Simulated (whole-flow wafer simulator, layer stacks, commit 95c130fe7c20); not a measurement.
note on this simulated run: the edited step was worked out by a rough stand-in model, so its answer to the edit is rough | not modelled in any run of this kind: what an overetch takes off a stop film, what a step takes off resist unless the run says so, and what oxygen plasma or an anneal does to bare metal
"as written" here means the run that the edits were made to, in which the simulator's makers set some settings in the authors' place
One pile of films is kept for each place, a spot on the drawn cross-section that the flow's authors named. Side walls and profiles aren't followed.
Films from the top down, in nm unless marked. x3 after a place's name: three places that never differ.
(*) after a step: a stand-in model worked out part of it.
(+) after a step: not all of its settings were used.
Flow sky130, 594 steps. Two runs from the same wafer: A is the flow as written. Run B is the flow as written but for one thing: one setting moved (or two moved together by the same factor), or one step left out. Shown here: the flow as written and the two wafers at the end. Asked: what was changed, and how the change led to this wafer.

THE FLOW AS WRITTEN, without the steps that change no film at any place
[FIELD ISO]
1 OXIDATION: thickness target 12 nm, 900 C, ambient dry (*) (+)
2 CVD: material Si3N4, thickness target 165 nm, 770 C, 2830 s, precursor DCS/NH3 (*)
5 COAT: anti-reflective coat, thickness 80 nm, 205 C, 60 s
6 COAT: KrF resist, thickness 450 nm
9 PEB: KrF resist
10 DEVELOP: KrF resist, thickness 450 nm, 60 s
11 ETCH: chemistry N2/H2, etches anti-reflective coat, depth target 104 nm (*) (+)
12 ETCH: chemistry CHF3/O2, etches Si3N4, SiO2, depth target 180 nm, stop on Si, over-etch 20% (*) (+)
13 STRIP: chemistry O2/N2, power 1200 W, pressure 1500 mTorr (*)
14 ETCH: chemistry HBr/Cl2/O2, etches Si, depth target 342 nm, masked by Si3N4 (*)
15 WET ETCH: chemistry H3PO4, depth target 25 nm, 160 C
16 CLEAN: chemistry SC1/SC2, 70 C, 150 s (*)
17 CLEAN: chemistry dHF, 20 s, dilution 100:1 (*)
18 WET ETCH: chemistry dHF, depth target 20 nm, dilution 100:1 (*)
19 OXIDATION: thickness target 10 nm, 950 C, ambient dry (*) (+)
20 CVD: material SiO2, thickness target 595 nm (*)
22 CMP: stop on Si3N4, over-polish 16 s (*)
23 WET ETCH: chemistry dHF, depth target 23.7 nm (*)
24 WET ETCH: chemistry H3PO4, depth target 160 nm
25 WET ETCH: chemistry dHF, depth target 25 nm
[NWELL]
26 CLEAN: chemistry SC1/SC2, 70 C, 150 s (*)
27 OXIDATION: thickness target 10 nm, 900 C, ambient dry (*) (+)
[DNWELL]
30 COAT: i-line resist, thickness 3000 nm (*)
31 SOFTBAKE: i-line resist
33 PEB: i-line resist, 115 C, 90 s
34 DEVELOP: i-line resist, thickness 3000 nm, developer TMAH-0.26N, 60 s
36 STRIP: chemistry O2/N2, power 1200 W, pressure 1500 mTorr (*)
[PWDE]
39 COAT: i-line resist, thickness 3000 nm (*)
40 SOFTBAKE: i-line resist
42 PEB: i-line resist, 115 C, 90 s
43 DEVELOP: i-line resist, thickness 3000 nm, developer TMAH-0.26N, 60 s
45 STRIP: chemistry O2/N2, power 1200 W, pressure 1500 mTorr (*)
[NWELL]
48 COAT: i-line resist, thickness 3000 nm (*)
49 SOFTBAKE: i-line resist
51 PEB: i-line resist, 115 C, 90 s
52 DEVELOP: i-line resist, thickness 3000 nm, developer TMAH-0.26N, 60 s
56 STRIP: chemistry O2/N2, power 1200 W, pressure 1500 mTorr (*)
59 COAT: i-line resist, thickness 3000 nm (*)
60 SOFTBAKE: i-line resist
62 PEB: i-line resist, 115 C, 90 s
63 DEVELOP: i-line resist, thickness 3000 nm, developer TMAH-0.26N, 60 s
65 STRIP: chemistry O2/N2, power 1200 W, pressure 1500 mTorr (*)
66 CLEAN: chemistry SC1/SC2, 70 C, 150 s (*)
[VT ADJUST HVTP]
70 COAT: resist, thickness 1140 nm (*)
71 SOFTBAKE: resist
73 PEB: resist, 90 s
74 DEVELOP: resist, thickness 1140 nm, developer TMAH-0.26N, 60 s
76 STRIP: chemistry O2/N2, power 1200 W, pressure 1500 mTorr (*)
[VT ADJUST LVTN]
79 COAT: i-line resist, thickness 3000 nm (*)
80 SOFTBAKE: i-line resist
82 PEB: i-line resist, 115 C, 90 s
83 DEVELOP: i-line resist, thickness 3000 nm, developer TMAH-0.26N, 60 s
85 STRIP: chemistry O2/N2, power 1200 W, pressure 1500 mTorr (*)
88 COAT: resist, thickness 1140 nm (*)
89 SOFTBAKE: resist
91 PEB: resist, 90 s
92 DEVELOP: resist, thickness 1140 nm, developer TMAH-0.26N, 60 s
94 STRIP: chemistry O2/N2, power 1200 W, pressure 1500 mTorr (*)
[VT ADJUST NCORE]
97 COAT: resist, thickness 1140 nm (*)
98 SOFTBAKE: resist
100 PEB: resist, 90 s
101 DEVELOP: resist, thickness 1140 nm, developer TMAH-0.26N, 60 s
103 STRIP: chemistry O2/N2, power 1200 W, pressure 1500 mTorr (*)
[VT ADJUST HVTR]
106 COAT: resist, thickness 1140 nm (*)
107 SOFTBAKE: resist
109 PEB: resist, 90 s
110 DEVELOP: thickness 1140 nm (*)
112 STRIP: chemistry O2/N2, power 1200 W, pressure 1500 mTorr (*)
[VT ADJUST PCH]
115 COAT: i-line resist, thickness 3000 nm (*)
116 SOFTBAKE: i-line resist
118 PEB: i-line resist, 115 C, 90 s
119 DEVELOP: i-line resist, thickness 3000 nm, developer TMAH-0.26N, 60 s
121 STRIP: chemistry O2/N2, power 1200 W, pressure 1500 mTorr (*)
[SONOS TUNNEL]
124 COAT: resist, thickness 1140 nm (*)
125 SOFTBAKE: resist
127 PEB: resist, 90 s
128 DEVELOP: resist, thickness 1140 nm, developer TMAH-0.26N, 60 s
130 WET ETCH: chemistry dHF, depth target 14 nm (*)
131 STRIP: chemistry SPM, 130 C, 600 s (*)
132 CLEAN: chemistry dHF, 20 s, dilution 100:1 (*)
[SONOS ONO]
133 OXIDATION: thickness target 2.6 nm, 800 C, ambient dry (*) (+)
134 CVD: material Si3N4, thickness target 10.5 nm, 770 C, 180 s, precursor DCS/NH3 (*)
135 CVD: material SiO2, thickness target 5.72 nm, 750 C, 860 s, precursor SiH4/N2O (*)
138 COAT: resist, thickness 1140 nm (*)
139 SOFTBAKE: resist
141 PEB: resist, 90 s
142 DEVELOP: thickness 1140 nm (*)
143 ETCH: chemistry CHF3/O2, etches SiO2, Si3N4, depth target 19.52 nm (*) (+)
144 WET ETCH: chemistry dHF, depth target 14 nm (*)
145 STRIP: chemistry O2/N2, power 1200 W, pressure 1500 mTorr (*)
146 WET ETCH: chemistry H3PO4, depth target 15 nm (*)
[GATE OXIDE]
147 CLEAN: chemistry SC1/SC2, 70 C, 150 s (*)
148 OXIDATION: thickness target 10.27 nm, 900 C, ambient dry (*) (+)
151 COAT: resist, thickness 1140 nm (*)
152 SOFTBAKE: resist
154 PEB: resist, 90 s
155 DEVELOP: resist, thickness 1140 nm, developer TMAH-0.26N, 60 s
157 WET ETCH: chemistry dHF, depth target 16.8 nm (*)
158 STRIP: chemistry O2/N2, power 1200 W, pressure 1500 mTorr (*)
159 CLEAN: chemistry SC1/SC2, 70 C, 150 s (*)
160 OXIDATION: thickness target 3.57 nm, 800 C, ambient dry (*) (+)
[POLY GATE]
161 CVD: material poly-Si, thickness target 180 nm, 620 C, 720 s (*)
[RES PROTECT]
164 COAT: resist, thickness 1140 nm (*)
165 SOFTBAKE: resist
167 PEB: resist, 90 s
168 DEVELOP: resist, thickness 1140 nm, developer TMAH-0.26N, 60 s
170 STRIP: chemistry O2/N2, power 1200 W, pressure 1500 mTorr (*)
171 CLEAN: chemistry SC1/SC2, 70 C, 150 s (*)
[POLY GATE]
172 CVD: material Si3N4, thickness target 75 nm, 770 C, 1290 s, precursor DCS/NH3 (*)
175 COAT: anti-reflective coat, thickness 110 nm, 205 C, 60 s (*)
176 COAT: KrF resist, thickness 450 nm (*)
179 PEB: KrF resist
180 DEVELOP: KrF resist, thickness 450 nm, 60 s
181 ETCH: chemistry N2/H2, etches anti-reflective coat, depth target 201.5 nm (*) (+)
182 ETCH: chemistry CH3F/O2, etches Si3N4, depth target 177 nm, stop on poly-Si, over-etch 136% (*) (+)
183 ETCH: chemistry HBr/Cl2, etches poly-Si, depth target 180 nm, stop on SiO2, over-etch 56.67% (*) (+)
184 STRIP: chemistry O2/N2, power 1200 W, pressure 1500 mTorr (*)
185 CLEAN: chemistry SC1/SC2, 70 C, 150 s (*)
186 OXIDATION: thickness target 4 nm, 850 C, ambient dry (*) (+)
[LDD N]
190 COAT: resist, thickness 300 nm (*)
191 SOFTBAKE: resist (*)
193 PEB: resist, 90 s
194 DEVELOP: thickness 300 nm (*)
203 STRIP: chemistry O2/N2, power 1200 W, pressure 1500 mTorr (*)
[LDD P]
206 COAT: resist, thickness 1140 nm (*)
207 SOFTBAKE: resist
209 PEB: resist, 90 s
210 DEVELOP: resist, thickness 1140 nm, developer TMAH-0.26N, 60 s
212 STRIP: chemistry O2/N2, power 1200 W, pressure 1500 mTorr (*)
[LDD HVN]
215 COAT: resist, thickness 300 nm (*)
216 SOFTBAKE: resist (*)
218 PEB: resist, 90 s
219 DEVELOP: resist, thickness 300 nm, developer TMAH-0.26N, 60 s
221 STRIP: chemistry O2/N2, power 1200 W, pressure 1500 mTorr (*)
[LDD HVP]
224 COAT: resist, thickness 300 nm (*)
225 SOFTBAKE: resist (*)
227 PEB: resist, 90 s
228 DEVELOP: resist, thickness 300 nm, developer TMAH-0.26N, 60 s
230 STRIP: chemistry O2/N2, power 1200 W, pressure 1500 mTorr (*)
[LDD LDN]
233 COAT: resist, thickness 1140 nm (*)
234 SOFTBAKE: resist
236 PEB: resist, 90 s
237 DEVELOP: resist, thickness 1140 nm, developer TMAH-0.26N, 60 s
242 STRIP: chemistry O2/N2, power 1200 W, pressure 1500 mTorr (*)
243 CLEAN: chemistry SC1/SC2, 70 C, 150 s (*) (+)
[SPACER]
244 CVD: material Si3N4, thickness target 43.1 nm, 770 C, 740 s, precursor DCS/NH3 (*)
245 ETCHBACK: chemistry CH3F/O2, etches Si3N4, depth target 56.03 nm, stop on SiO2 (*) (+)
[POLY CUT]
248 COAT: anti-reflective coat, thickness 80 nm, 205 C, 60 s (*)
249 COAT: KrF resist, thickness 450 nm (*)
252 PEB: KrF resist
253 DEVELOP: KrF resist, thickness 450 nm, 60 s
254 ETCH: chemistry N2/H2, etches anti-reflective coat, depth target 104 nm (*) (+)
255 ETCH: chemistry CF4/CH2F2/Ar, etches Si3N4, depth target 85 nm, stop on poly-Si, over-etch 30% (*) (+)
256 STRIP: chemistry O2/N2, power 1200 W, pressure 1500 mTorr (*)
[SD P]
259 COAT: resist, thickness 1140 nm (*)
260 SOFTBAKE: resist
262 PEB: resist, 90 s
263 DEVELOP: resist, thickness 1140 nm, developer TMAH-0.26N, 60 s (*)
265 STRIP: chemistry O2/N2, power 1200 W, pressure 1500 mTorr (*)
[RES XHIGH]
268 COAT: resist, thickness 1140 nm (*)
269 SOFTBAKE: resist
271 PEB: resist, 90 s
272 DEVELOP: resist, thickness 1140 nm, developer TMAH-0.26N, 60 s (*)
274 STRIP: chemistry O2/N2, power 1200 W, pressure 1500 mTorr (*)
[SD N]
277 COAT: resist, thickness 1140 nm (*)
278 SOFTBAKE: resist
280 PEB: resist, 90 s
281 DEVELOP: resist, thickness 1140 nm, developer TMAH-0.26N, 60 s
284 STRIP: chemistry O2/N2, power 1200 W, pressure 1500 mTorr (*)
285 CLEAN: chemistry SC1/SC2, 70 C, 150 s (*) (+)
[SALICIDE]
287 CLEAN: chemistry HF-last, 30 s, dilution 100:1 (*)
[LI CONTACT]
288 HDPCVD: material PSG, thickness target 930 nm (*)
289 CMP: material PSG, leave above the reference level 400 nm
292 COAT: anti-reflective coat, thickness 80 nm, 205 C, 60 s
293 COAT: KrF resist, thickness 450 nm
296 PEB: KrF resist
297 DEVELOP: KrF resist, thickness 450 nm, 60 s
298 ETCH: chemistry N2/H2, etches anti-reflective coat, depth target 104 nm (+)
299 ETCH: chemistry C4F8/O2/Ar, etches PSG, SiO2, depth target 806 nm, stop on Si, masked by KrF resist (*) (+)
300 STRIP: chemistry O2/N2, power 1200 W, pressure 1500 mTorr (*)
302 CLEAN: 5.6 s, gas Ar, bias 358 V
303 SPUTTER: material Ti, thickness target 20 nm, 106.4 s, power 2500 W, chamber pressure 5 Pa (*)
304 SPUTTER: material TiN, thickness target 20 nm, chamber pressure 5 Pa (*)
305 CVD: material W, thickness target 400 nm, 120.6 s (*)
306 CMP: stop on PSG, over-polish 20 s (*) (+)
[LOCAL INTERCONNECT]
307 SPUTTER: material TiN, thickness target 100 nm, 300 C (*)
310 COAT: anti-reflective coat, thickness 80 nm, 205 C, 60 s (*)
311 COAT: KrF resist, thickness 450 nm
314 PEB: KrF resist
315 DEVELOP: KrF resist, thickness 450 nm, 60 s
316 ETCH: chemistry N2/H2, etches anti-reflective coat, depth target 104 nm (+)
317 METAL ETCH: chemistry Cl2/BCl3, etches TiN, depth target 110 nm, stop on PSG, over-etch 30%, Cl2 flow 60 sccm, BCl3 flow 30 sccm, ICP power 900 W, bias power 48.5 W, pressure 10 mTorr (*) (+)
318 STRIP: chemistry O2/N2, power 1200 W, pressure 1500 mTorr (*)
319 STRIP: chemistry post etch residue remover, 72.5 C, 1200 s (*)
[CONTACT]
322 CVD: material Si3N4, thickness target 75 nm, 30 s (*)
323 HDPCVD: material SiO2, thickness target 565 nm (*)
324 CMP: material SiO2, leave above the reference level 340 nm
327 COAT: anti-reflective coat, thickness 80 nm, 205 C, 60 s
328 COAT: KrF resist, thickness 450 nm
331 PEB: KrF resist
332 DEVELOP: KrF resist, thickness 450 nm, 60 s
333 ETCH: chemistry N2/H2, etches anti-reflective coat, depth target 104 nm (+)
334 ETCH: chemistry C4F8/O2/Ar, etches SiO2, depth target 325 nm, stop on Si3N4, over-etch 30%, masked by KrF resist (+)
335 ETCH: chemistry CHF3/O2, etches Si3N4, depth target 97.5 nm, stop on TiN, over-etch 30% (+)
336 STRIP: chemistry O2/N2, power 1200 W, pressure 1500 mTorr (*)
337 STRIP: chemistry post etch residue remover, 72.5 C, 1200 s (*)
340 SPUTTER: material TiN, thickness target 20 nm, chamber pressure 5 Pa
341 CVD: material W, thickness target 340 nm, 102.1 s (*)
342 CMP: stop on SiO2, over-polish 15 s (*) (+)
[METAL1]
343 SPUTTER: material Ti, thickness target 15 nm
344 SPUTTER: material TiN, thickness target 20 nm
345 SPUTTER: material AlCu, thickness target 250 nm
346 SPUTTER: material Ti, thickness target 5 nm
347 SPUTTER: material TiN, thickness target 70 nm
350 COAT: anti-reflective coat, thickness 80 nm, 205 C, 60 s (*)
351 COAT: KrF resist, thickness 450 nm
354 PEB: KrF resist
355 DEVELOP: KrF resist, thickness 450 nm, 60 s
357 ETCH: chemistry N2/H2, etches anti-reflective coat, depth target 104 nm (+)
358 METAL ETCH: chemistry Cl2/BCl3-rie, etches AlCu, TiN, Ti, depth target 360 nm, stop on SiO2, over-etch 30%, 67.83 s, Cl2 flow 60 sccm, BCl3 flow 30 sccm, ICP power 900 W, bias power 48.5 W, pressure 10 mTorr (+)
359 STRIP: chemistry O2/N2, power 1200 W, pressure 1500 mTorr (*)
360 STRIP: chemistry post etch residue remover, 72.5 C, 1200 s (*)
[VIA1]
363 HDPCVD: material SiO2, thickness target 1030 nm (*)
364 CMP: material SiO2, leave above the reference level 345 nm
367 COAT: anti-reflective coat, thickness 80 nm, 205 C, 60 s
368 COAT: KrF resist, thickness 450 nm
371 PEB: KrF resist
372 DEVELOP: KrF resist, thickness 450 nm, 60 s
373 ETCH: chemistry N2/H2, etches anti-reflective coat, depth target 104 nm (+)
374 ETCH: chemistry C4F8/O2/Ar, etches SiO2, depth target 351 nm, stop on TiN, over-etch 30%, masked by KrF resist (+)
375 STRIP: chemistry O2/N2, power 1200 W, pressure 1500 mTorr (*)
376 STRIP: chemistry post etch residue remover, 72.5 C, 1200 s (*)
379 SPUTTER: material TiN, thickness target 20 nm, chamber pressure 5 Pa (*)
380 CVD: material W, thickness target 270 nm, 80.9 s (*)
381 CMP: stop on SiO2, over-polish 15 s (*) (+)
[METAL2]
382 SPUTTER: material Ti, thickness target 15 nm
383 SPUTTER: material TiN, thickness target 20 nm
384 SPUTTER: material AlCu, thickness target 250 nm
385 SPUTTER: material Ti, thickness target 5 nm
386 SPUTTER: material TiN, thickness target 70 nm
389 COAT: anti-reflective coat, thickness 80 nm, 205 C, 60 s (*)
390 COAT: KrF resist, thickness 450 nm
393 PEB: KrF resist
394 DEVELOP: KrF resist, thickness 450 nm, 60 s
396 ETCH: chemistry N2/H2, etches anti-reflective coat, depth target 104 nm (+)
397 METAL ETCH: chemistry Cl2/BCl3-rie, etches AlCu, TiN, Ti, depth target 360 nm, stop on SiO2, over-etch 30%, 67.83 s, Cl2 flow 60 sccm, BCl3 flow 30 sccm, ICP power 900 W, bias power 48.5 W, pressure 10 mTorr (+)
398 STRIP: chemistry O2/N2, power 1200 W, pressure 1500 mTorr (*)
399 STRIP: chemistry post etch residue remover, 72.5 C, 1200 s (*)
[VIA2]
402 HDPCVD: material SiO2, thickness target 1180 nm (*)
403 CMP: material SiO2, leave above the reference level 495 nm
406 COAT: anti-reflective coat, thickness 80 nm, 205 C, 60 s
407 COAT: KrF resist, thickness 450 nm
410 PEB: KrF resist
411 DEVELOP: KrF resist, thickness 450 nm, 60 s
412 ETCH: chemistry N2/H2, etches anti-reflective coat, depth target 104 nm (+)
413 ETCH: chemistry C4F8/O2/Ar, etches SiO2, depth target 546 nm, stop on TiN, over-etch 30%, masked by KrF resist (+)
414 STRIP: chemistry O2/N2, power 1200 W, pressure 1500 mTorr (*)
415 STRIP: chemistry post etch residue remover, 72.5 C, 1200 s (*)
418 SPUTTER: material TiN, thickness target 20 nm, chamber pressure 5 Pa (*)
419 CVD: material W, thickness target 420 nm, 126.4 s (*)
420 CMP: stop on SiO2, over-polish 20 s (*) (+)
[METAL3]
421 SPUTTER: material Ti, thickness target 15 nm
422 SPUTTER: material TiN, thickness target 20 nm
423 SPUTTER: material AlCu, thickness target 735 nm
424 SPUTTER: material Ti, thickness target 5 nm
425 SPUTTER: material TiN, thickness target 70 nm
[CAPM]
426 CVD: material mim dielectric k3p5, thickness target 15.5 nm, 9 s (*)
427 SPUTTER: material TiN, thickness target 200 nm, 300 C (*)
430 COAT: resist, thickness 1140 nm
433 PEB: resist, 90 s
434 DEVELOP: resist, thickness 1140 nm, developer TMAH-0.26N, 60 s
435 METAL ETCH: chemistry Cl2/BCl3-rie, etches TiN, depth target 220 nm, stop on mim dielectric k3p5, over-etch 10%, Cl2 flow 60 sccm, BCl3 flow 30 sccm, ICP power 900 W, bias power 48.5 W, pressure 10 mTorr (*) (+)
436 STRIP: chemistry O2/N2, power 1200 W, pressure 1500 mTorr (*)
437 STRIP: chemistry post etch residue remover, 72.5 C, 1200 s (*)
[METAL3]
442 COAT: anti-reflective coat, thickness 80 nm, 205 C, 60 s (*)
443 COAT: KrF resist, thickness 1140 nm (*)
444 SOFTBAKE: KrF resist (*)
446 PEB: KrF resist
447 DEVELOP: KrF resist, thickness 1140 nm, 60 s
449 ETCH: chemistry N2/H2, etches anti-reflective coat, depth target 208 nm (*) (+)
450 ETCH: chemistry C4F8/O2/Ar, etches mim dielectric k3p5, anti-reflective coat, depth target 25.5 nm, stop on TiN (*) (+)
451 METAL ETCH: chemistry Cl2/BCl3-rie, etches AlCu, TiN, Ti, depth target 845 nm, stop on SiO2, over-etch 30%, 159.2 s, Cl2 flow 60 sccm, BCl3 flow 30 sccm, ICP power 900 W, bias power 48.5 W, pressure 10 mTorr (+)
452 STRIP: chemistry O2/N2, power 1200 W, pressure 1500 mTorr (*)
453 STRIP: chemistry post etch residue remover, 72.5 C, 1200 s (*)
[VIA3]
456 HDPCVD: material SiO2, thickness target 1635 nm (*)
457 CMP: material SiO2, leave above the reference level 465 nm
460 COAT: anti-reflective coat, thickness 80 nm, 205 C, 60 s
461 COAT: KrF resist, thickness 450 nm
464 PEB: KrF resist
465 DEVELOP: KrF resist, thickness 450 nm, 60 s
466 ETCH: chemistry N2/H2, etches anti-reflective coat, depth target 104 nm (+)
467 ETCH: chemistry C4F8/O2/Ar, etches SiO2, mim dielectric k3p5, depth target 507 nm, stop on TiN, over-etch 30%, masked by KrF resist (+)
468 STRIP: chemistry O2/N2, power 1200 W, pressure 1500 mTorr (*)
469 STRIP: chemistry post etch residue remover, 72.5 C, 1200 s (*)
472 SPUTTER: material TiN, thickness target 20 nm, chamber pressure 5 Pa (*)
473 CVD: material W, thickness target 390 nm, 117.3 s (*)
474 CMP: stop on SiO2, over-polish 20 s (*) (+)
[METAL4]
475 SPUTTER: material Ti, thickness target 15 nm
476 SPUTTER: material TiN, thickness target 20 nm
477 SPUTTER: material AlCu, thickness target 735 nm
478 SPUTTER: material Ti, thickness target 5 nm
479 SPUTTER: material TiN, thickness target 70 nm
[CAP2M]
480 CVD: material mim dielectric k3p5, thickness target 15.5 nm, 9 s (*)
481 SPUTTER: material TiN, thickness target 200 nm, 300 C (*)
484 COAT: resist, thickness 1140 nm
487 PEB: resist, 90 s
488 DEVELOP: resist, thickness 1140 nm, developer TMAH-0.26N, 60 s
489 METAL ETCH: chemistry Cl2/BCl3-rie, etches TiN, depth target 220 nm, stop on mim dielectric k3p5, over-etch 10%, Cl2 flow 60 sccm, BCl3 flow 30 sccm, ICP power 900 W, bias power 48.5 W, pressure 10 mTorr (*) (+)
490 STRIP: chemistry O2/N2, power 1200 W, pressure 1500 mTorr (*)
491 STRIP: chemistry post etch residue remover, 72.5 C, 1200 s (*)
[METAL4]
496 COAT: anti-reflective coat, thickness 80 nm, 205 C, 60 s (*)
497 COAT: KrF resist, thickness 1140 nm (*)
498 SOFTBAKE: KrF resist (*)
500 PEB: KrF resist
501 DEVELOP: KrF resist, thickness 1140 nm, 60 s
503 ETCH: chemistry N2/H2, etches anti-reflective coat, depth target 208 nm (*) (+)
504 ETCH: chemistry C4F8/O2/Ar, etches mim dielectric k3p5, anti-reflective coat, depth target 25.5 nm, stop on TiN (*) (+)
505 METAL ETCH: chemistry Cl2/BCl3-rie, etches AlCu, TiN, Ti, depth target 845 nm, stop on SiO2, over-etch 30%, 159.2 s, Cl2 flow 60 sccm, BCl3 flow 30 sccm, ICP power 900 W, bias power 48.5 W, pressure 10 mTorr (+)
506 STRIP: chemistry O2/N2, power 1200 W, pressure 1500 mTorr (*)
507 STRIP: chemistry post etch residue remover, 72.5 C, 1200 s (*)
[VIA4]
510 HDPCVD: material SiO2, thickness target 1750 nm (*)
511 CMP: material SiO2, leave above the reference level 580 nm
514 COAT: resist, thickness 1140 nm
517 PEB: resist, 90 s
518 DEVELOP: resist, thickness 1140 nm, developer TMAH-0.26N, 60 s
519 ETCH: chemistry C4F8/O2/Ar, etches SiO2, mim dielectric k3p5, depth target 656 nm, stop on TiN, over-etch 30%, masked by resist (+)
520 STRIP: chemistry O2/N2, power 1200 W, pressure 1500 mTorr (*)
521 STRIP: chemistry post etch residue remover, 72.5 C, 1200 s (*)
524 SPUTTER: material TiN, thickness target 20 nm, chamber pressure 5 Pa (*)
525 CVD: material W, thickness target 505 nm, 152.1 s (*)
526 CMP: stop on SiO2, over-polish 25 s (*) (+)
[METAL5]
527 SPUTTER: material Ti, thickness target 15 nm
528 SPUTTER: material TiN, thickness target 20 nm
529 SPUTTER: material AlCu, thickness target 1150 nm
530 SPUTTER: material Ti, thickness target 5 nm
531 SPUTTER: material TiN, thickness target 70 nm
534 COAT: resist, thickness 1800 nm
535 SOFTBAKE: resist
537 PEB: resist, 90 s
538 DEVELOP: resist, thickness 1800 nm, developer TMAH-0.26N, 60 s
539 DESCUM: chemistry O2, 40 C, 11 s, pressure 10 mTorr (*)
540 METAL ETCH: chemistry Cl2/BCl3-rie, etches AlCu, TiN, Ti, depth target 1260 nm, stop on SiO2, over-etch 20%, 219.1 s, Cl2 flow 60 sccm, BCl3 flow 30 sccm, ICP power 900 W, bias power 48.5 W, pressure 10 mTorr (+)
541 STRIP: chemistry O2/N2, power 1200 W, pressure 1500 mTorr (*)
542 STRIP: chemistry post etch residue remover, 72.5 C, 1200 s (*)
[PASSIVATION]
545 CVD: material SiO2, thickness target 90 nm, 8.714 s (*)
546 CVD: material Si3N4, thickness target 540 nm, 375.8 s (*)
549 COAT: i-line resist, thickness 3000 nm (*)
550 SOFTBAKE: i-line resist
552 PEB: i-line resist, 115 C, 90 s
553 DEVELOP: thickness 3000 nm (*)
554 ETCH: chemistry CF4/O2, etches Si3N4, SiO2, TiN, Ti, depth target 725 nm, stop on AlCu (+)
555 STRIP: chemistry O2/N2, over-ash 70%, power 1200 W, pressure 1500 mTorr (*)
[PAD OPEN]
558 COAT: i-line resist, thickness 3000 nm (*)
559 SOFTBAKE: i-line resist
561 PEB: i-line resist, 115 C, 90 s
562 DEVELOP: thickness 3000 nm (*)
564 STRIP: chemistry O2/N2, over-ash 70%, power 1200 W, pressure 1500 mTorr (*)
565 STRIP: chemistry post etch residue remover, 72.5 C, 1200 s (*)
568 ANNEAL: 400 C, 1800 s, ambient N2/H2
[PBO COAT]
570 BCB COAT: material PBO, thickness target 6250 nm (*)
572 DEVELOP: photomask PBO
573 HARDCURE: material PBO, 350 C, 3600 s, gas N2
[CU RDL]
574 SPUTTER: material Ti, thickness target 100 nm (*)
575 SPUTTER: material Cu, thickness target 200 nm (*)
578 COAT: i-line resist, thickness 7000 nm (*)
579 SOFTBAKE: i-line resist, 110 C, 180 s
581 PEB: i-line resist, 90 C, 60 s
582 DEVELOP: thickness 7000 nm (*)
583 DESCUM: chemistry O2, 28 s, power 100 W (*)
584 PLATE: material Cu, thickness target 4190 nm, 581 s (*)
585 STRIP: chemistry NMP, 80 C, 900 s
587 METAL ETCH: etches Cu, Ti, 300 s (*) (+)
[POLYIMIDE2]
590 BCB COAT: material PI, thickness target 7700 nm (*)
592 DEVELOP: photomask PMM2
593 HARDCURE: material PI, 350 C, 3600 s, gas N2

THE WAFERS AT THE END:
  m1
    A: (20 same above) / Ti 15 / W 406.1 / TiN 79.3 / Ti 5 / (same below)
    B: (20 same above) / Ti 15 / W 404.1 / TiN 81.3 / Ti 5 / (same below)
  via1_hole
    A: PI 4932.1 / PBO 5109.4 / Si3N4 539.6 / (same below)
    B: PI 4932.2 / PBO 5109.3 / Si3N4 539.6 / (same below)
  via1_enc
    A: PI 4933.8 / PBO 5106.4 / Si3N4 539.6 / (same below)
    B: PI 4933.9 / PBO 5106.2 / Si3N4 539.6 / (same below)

The cause: step 418, SPUTTER: thickness target 24 nm was run, where the flow has thickness target 20 nm.

How the change led to this, step by step:
  418 SPUTTER: material TiN, thickness target 20 nm, chamber pressure 5 Pa (*)
      field, active, n_well and 186 more: A TiN +20 (new film) | B TiN +24 (new film)
      m1, via2_hole: A TiN +10.2 | B TiN +12.2
  420 CMP: stop on SiO2, over-polish 20 s (*) (+)
      field, active, n_well and 186 more: A W -420 (all of it), TiN -20 (all of it), SiO2 -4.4 | B W -420 (all of it), TiN -24 (all of it), SiO2 -4.4
